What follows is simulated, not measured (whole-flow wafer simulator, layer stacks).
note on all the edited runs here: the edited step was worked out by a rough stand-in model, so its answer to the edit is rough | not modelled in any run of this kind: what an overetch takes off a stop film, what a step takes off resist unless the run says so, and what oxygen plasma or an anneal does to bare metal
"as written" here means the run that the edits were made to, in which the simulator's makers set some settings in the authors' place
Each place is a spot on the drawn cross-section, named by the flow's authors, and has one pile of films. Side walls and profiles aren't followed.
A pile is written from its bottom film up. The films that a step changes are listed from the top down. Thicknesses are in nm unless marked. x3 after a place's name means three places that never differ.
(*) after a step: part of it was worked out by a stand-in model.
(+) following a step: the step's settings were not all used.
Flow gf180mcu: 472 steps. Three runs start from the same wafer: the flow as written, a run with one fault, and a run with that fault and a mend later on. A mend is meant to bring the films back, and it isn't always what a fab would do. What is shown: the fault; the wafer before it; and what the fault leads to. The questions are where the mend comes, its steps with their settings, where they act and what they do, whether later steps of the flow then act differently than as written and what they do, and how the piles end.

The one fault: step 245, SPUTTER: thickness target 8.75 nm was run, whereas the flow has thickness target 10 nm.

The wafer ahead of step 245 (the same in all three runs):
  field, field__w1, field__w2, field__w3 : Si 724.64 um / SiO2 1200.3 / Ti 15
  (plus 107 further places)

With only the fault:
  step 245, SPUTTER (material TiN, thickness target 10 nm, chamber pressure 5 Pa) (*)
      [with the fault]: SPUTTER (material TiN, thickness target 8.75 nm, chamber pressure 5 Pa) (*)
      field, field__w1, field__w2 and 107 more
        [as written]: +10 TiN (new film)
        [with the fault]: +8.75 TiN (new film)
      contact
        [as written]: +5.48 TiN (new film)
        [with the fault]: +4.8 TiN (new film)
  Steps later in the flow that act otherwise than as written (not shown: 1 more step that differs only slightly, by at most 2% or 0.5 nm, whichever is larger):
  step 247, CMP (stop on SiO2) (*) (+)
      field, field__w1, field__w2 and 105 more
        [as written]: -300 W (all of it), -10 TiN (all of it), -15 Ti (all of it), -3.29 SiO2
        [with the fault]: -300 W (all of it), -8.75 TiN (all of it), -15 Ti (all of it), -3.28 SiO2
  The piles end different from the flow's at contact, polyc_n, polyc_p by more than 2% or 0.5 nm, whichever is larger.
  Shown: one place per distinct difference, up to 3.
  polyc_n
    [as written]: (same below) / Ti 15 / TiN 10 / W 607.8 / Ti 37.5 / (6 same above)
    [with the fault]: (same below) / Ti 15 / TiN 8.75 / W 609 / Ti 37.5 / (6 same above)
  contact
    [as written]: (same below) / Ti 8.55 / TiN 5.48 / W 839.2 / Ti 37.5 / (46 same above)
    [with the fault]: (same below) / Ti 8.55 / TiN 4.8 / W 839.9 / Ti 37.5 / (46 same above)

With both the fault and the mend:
  The mend stands after step 245.
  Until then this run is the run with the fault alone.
  step 245a, SPUTTER (material TiN, thickness target 1.25 nm, chamber pressure 5 Pa) (*) (a further turn of the flow's step 245, with different settings)
      field, field__w1, field__w2 and 107 more
        +1.25 TiN
      contact
        +0.68 TiN
  Every later step of the flow that is run acts as written at every place that is followed.
  By the end, the piles equal the flow's at every place that both follow.
